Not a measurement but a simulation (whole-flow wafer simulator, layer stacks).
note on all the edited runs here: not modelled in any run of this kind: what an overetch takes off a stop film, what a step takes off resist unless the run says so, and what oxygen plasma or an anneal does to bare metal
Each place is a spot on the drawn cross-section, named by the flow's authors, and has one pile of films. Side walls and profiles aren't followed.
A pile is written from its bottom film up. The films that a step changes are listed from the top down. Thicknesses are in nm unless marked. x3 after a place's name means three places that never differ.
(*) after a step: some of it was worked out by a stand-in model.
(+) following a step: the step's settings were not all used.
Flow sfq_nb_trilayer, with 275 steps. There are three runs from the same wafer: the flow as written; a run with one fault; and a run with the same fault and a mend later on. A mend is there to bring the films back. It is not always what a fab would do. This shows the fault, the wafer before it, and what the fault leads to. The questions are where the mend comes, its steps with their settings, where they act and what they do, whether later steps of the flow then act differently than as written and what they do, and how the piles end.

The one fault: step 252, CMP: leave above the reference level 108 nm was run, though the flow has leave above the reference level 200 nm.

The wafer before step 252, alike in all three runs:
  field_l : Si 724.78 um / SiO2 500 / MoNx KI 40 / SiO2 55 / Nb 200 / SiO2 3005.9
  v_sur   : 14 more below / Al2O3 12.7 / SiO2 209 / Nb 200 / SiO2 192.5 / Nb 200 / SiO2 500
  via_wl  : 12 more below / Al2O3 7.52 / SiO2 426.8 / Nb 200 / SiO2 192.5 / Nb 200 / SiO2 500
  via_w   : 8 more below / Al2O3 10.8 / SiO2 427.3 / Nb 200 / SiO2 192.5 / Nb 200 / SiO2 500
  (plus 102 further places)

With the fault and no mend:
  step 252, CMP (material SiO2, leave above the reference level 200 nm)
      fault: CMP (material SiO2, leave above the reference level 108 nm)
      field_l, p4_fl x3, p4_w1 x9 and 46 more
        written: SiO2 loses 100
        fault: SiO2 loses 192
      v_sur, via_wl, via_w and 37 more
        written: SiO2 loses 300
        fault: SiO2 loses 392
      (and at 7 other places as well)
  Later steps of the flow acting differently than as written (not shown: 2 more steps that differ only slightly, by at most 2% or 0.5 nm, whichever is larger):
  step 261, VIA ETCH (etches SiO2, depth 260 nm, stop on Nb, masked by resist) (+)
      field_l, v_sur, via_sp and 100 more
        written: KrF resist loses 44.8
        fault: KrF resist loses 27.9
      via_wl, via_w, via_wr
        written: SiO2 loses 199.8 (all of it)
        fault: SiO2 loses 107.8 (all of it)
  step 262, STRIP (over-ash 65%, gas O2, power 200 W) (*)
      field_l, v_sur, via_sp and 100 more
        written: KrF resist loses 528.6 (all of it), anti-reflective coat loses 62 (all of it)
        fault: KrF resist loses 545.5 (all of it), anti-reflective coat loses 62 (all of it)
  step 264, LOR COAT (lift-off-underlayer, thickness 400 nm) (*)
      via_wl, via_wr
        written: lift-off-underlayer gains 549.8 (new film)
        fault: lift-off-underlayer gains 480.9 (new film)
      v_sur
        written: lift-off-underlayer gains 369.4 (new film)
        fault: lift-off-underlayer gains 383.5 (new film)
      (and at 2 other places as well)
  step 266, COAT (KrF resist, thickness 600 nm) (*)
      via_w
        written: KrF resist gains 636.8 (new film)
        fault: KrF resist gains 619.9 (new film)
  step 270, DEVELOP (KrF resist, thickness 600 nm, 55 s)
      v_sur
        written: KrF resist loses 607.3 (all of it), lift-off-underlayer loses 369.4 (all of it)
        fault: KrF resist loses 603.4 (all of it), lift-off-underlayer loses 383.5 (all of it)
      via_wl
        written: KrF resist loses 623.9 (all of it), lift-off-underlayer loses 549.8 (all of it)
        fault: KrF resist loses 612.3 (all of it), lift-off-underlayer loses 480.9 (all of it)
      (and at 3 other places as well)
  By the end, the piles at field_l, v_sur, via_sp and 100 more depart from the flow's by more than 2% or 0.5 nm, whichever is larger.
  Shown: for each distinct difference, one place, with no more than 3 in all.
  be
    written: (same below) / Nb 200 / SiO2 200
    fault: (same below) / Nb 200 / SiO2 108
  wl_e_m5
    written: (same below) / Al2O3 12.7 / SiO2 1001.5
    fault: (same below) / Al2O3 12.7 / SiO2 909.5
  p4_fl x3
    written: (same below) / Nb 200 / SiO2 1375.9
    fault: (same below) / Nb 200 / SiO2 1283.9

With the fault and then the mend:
  The mend stands after step 259.
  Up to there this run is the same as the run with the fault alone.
  step 259a, STRIP (over-ash 65%, gas O2, power 200 W) (*)
      field_l, v_sur, via_sp and 100 more
        KrF resist loses 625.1 (all of it), anti-reflective coat loses 62 (all of it)
      via_wl, via_w, via_wr
        anti-reflective coat loses 62 (all of it)
  step 259b, PECVD (material SiO2, thickness 92 nm, 150 C, 20.44 s, RF power 183.3 W, pressure 2.4 Torr, precursor SiH4/N2O) (a further turn of the flow's step 251, with different settings)
      field_l, v_sur, via_wl and 103 more
        SiO2 gains 92
  step 259c, COAT (anti-reflective coat, thickness 62 nm) (a further turn of the flow's step 254)
      field_l, v_sur, via_wl and 103 more
        anti-reflective coat gains 62 (new film)
  step 259d, COAT (KrF resist, thickness 650 nm) (a further turn of the flow's step 255)
      field_l, v_sur, via_wl and 103 more
        KrF resist gains 650 (new film)
  step 259e, SOFTBAKE (KrF resist) (a further turn of the flow's step 256)
      does not change any film at any place that is followed
  step 259f, EXPOSE (photomask I7, dose 11.93 mJ/cm2, NA 0.6, wavelength 248 nm) (*) (a further turn of the flow's step 257)
      does not change any film at any place that is followed
  step 259g, PEB (KrF resist, 90 s) (a further turn of the flow's step 258)
      field_l, v_sur, via_wl and 103 more
        KrF resist loses 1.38
  step 259h, DEVELOP (KrF resist, thickness 650 nm, 60 s) (a further turn of the flow's step 259)
      field_l, v_sur, via_sp and 100 more
        KrF resist loses 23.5
      via_wl, via_w, via_wr
        KrF resist loses 648.6 (all of it)
  Every later step of the flow that is run acts as written at every place that is followed.
  At every place that both follow, the piles at the end match the flow's.
